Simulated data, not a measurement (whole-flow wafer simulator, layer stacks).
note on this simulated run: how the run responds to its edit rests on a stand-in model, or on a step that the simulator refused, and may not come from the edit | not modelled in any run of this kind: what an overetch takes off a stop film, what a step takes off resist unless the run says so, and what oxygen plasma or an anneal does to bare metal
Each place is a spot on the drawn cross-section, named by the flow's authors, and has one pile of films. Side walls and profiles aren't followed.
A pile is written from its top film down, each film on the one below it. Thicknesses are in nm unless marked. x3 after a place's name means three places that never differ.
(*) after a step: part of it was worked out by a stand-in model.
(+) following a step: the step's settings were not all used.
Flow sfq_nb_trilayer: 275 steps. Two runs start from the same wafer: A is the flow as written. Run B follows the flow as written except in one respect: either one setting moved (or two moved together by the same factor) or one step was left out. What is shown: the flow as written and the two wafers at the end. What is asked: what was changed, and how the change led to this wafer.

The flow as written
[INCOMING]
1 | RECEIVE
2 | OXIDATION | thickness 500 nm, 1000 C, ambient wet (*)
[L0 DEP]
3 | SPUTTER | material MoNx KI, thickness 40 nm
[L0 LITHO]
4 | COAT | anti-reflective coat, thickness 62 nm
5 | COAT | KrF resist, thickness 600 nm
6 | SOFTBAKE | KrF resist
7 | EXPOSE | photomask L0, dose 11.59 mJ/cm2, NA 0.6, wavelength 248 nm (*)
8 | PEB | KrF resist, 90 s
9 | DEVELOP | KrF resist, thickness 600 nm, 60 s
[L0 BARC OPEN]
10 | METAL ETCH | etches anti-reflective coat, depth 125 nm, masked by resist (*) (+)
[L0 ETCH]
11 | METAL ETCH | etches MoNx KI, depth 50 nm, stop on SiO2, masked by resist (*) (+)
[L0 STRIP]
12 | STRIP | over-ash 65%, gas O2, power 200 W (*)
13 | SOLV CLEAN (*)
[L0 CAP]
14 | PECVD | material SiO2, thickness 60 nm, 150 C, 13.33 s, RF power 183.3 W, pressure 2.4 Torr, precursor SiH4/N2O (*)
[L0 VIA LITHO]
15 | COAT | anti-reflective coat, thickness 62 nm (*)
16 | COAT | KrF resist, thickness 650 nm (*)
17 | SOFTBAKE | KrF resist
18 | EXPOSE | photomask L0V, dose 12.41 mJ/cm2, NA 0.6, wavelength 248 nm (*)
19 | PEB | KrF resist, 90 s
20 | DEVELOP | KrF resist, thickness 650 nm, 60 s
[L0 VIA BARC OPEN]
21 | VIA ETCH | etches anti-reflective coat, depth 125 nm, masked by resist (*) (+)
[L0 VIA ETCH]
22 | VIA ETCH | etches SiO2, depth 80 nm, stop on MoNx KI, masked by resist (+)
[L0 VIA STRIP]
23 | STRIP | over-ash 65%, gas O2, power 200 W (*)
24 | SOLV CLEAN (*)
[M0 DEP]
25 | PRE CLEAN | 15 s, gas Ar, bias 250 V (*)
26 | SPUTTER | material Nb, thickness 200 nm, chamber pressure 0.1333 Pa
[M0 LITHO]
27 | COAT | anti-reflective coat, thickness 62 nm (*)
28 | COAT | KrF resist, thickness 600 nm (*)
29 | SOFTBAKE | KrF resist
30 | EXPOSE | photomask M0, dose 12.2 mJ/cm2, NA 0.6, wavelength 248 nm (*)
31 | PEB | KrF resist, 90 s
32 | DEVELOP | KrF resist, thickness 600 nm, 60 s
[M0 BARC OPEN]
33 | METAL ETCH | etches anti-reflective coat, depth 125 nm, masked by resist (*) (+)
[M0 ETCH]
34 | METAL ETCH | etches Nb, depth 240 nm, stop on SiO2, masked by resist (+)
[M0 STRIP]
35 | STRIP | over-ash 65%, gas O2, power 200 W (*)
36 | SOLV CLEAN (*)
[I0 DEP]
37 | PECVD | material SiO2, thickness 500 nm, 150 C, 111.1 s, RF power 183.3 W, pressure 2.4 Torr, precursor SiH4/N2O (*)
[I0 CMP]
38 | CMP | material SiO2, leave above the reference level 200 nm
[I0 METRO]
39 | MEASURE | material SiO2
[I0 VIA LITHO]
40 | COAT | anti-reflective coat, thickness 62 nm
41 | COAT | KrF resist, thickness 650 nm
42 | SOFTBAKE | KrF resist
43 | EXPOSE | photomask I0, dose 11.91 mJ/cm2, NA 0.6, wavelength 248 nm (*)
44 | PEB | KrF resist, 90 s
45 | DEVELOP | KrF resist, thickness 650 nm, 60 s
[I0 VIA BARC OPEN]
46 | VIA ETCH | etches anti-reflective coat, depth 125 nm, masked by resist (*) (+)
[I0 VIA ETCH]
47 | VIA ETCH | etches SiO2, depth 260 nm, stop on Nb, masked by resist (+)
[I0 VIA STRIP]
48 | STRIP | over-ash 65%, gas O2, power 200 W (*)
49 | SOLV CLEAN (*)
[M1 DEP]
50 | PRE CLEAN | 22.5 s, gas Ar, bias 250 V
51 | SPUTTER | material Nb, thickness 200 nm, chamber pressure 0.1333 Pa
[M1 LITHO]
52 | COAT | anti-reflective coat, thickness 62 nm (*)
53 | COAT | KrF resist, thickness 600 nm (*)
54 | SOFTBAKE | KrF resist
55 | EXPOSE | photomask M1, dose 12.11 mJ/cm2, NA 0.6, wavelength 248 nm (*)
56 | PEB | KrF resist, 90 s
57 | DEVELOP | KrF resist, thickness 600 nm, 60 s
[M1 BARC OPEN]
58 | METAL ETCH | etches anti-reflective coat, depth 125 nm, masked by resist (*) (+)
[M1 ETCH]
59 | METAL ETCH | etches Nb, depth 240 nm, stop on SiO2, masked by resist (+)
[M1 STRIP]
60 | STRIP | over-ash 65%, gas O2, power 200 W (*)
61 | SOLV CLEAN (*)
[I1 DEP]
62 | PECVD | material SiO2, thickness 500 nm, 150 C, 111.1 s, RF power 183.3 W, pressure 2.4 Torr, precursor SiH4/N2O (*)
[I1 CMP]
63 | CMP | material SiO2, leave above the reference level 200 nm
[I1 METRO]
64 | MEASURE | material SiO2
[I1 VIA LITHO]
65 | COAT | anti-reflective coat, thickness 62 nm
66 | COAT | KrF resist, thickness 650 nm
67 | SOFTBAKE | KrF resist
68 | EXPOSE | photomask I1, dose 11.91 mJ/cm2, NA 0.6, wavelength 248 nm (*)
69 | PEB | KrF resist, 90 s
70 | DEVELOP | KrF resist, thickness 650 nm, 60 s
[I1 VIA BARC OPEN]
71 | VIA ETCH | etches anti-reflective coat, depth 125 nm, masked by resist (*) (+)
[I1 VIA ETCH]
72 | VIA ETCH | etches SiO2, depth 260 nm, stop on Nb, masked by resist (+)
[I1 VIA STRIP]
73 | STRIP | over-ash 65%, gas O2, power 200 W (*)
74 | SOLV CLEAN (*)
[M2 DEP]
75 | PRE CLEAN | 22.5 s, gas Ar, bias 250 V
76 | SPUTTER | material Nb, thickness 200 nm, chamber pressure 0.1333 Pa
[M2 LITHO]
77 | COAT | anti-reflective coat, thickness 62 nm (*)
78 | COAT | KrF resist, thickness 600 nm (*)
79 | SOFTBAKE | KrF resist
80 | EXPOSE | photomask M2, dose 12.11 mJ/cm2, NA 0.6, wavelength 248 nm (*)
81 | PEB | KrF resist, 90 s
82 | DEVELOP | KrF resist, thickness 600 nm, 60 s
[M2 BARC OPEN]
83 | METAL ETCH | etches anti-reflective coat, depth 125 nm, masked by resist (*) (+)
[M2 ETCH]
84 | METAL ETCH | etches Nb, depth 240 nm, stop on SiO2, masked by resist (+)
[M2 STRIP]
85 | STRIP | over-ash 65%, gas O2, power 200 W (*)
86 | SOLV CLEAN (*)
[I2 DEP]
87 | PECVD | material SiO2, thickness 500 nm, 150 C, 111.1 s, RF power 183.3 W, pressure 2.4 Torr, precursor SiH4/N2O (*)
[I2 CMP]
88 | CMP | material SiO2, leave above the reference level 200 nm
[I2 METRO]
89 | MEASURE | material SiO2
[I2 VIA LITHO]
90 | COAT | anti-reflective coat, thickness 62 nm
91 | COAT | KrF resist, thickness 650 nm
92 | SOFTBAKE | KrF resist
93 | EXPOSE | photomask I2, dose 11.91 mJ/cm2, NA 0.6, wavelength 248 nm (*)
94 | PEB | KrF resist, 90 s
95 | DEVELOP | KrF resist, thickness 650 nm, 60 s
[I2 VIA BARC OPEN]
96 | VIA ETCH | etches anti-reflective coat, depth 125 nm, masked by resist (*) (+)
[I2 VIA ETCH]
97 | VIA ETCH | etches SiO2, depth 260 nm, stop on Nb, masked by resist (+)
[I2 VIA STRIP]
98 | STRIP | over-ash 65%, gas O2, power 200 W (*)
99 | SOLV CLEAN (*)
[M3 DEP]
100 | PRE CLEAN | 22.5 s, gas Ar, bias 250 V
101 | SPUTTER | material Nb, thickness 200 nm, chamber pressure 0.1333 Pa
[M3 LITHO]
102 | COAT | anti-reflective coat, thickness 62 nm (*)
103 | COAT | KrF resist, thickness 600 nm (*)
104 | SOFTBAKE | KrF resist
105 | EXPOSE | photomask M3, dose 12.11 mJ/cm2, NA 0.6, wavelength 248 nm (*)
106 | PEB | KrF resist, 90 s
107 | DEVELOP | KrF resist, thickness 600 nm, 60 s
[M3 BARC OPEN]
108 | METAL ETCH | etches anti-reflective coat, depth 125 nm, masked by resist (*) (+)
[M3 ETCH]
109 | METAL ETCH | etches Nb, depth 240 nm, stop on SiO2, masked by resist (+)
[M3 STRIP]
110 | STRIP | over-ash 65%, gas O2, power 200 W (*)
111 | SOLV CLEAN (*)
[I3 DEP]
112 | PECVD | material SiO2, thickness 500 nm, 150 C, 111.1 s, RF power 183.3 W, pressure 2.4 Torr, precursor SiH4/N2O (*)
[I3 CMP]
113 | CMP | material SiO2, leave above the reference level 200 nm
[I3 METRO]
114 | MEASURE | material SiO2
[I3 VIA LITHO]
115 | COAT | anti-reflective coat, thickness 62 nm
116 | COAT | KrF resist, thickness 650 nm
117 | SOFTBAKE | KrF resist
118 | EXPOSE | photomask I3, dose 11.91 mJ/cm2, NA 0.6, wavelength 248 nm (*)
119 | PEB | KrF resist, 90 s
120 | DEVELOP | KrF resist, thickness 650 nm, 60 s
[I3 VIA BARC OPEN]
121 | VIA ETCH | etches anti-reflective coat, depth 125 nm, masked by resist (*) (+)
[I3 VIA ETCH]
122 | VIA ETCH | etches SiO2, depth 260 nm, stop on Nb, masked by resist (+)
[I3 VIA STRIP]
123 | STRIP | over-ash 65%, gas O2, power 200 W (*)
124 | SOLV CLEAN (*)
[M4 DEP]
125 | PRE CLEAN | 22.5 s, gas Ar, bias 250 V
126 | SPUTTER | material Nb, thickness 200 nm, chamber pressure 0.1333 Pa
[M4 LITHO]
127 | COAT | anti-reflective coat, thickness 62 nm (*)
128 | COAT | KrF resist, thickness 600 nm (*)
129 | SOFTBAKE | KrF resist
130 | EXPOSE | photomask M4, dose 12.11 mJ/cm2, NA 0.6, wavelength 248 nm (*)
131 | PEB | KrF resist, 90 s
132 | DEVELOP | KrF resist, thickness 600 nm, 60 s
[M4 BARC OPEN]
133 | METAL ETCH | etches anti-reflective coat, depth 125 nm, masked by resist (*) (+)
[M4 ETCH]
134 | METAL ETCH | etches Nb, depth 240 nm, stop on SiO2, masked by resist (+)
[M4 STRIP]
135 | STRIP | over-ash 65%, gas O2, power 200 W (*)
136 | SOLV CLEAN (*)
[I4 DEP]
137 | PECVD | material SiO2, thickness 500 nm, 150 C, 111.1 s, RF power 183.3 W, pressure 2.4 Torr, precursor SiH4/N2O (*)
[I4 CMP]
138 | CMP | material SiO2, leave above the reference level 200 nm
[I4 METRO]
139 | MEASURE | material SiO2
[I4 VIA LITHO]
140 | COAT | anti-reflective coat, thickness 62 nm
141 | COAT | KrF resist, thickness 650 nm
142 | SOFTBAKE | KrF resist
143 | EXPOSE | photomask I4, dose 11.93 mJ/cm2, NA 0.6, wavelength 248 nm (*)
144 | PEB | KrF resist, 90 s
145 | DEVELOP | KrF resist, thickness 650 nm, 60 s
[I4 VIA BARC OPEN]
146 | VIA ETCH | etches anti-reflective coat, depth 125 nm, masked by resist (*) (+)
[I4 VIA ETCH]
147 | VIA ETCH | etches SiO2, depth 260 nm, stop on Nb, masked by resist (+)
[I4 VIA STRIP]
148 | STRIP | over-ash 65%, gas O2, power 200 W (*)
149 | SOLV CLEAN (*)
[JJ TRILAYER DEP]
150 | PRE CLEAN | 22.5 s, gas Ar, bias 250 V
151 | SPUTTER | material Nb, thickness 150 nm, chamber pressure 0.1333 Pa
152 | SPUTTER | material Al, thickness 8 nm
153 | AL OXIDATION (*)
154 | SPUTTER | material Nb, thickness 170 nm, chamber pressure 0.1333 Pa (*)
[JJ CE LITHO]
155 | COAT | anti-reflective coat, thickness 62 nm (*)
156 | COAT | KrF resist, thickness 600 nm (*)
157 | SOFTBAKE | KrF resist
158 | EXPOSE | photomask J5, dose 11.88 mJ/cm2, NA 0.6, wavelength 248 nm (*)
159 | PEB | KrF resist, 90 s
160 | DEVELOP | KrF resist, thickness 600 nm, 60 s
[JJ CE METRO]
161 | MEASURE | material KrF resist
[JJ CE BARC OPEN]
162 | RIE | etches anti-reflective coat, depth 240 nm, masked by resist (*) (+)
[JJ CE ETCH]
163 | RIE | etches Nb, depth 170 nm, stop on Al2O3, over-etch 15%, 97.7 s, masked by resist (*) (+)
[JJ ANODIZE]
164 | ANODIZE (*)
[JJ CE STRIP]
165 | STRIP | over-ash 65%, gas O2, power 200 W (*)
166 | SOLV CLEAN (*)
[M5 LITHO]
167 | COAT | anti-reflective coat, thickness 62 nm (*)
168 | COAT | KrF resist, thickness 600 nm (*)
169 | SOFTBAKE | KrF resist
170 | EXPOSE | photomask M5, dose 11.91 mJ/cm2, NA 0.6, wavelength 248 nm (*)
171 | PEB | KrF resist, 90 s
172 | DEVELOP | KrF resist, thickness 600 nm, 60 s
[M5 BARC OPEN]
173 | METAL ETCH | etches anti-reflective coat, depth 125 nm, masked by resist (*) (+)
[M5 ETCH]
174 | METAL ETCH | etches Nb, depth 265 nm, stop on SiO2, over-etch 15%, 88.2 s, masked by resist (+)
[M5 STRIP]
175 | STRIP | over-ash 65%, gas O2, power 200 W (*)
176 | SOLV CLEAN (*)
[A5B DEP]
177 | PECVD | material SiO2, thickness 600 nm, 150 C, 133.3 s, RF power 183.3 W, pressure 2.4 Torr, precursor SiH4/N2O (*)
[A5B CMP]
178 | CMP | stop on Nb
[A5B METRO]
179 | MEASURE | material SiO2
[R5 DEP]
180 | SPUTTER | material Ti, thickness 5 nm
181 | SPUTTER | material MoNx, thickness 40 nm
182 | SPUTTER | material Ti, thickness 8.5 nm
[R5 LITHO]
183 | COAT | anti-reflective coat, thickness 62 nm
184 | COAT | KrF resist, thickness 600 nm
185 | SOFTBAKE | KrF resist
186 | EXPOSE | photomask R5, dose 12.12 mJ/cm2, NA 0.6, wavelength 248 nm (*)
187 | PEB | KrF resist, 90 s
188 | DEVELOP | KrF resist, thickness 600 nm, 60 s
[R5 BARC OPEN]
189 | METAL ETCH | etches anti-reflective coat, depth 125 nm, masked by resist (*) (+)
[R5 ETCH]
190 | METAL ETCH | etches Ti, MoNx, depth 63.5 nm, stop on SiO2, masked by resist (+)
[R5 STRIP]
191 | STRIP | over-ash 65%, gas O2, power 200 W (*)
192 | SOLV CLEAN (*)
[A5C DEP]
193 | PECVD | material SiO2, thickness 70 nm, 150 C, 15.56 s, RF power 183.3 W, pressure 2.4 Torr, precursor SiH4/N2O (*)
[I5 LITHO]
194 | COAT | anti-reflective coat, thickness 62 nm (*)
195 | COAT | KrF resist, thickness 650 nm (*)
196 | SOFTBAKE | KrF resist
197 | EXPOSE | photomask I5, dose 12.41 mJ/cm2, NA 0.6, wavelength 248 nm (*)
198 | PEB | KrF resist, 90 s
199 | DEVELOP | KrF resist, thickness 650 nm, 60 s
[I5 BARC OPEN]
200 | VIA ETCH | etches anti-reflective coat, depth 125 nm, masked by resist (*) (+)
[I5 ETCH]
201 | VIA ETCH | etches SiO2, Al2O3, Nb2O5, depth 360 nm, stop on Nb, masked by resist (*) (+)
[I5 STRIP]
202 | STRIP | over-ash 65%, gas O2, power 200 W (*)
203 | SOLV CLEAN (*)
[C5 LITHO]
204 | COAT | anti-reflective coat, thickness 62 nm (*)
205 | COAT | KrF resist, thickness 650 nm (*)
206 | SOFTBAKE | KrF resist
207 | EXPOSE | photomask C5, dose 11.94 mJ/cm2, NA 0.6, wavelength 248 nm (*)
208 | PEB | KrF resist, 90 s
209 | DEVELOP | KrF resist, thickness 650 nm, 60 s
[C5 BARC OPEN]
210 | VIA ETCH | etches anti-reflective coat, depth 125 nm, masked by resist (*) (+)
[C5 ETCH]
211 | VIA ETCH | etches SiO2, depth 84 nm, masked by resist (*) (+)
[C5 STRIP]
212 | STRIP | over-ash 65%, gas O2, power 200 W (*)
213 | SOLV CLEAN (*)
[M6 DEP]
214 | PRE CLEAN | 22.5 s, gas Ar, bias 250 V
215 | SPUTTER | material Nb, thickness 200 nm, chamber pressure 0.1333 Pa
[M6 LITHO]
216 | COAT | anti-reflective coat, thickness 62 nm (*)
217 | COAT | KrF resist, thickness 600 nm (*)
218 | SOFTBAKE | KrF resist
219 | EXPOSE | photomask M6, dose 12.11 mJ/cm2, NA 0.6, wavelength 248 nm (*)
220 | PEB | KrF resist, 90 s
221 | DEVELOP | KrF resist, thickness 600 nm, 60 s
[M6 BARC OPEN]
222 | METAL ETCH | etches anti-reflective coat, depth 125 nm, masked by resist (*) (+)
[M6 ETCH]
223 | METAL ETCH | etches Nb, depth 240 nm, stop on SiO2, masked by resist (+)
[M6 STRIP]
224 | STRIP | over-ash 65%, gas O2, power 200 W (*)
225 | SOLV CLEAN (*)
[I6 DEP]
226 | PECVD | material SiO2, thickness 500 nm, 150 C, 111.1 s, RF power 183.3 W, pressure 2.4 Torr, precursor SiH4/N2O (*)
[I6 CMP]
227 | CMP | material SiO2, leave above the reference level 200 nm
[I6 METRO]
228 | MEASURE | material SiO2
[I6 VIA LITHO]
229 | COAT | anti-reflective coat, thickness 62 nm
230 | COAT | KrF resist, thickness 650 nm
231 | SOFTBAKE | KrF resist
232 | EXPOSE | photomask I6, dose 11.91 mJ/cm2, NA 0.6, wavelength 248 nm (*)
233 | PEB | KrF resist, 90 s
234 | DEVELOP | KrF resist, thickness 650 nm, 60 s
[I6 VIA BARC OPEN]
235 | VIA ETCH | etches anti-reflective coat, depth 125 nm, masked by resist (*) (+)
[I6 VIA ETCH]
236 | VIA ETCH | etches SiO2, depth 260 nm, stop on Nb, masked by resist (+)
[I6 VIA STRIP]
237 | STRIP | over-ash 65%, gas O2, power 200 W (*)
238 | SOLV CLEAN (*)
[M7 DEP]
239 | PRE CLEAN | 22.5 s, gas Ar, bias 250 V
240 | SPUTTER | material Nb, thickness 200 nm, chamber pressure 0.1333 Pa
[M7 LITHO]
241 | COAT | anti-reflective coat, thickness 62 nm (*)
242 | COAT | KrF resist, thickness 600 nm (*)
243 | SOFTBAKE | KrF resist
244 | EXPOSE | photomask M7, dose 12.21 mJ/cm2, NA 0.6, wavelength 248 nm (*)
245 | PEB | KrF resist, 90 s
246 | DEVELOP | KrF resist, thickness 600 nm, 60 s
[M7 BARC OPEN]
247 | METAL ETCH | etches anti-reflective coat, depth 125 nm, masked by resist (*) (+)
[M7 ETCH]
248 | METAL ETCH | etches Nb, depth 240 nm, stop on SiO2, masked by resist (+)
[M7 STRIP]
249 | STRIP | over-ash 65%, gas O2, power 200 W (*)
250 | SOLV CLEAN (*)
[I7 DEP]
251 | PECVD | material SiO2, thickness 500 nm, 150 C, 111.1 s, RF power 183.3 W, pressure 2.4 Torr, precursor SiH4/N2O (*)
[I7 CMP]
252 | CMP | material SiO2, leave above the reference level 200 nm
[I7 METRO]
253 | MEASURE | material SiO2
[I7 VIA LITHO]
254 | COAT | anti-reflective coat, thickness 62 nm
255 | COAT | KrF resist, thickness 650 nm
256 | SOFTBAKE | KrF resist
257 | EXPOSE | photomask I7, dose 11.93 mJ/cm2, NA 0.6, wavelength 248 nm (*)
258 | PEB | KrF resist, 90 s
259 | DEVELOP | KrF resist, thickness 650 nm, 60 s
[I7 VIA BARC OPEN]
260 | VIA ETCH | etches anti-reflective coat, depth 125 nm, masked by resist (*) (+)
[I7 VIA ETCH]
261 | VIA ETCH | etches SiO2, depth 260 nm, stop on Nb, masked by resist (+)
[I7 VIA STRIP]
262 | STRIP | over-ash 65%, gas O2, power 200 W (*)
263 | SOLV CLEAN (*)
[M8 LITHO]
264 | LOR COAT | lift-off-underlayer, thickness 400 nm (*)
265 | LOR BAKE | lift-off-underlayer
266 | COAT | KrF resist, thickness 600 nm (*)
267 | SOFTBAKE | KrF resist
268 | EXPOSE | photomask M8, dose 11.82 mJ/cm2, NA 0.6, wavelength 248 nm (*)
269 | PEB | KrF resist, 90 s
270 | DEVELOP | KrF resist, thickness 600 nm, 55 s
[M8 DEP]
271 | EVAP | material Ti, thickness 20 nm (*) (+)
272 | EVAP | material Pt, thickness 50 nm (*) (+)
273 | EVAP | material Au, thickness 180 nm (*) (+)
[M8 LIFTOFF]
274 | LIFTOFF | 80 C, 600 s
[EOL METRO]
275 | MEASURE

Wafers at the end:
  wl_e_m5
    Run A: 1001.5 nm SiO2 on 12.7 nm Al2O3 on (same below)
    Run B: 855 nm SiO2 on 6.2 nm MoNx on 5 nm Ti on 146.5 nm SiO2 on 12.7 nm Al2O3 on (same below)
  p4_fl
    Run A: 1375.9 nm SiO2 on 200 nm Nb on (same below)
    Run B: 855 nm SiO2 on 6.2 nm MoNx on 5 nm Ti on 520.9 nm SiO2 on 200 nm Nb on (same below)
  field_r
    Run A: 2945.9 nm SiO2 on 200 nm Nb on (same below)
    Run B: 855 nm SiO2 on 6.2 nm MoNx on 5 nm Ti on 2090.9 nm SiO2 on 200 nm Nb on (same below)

Cause: step 181, SPUTTER: thickness 61.2 nm was run, while the flow as written has thickness 40 nm.

How this came from the change, step by step:
  181 | SPUTTER | material MoNx, thickness 40 nm
      field_l, v_sur, via_wl and 103 more: A +40 MoNx (new film) | B +61.2 MoNx (new film)
  190 | METAL ETCH | etches Ti, MoNx, depth 63.5 nm, stop on SiO2, masked by resist (+)
      field_l, v_sur, via_wl and 92 more: A -8.5 Ti (all of it), -40 MoNx (all of it), -5 Ti (all of it) | B -8.5 Ti (all of it), -55 MoNx
      ce_l, c5j, ce_r, wl_jj: A -8.5 Ti (all of it), -40 MoNx (all of it), -5 Ti (all of it), -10 Nb | B -8.5 Ti (all of it), -55 MoNx
  193 | PECVD | material SiO2, thickness 70 nm, 150 C, 15.56 s, RF power 183.3 W, pressure 2.4 Torr, precursor SiH4/N2O (*)
      field_l, v_sur, via_wl and 92 more: A +70 SiO2 | B +70 SiO2 (new film)
  194 | COAT | anti-reflective coat, thickness 62 nm (*)
      wl_j_sl, wl_j_sr: A +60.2 anti-reflective coat (new film) | B +62 anti-reflective coat (new film)
      r5r_spacepad_l, r5r_spacepad_r: A +84.4 anti-reflective coat (new film) | B +88.7 anti-reflective coat (new film)
      (as well as at 12 more places)
  201 | VIA ETCH | etches SiO2, Al2O3, Nb2O5, depth 360 nm, stop on Nb, masked by resist (*) (+)
      be: A -216.4 SiO2 (all of it), -12.7 Al2O3 (all of it), -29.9 Nb2O5 (all of it) | B -69.8 SiO2 (all of it), -6.2 MoNx (all of it), -5 Ti (all of it), -146.5 SiO2 (all of it), -12.7 Al2O3 (all of it), -29.9 Nb2O5 (all of it)
  202 | STRIP | over-ash 65%, gas O2, power 200 W (*)
      wl_j_sl, wl_j_sr: A -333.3 KrF resist (all of it), -60.2 anti-reflective coat (all of it) | B -333 KrF resist (all of it), -62 anti-reflective coat (all of it)
      r5r_spacepad_l, r5r_spacepad_r: A -335.6 KrF resist (all of it), -84.4 anti-reflective coat (all of it) | B -336 KrF resist (all of it), -88.7 anti-reflective coat (all of it)
      (as well as at 12 more places)
  204 | COAT | anti-reflective coat, thickness 62 nm (*)
      wl_j_sl, wl_j_sr: A +60.2 anti-reflective coat (new film) | B +62 anti-reflective coat (new film)
      r5r_spacepad_l, r5r_spacepad_r: A +84.4 anti-reflective coat (new film) | B +88.7 anti-reflective coat (new film)
      (as well as at 12 more places)
  210 | VIA ETCH | etches anti-reflective coat, depth 125 nm, masked by resist (*) (+)
      c5j: A -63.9 anti-reflective coat (all of it), -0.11 SiO2 | B -61.2 anti-reflective coat (all of it), -0.11 SiO2
  211 | VIA ETCH | etches SiO2, depth 84 nm, masked by resist (*) (+)
      c5j: A -69.9 SiO2 (all of it), -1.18 Nb | B -69.9 SiO2 (all of it)
  212 | STRIP | over-ash 65%, gas O2, power 200 W (*)
      wl_j_sl, wl_j_sr: A -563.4 KrF resist (all of it), -60.2 anti-reflective coat (all of it) | B -564 KrF resist (all of it), -62 anti-reflective coat (all of it)
      r5r_spacepad_l, r5r_spacepad_r: A -565.8 KrF resist (all of it), -84.4 anti-reflective coat (all of it) | B -566.9 KrF resist (all of it), -88.7 anti-reflective coat (all of it)
      (as well as at 11 more places)
  214 | PRE CLEAN | 22.5 s, gas Ar, bias 250 V
      c5j: A -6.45 Nb | B -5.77 MoNx
  215 | SPUTTER | material Nb, thickness 200 nm, chamber pressure 0.1333 Pa
      c5j: A +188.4 Nb | B +189.1 Nb (new film)
  216 | COAT | anti-reflective coat, thickness 62 nm (*)
      r5r_line_l, r5r_line_c, r5r_line_r: A +50 anti-reflective coat (new film) | B +48.6 anti-reflective coat (new film)
      wl_j_sl, wl_j_sr: A +60.2 anti-reflective coat (new film) | B +62 anti-reflective coat (new film)
      (as well as at 13 more places)
  222 | METAL ETCH | etches anti-reflective coat, depth 125 nm, masked by resist (*) (+)
      r5r_line_l, r5r_line_c, r5r_line_r: A -50 anti-reflective coat (all of it) | B -48.6 anti-reflective coat (all of it)
      r5r_spacepad_l, r5r_spacepad_r: A -85.7 anti-reflective coat (all of it) | B -90.7 anti-reflective coat (all of it)
      (as well as at 1 more place)
  224 | STRIP | over-ash 65%, gas O2, power 200 W (*)
      wl_j_sl, wl_j_sr: A -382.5 KrF resist (all of it), -60.2 anti-reflective coat (all of it) | B -382.4 KrF resist (all of it), -62 anti-reflective coat (all of it)
      be_sur: A -371.2 KrF resist (all of it), -43.8 anti-reflective coat (all of it) | B -371.5 KrF resist (all of it), -42.9 anti-reflective coat (all of it)
      (as well as at 9 more places)
  227 | CMP | material SiO2, leave above the reference level 200 nm
      r5r_line_l, r5r_spacepad_l, r5r_spacepad_r, r5r_line_c, r5r_line_r: A -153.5 SiO2 | B -163.5 SiO2
      ce_l, ce_r, wl_jj: A -290 SiO2 | B -300 SiO2
      (as well as at 5 more places)
With metal films that touch counted as one body, wl_e_m5 has 7 bodies (between them, from the top down: SiO2 146.5 / Al2O3 12.7 / Nb2O5 29.9; SiO2 192.5; SiO2 192.5; SiO2 192.5; SiO2 192.5; SiO2 192.5); the flow as written gives 6 bodies (between them, from the top down: SiO2 192.5; SiO2 192.5; SiO2 192.5; SiO2 192.5; SiO2 192.5).
With metal films that touch counted as one body, p4_fl has 3 bodies (between them, from the top down: SiO2 520.9; SiO2 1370); the flow as written gives 2 bodies (between them, from the top down: SiO2 1370).
With metal films that touch counted as one body, field_r has 2 bodies (between them, from the top down: SiO2 2090.9); the flow as written gives 1 body.
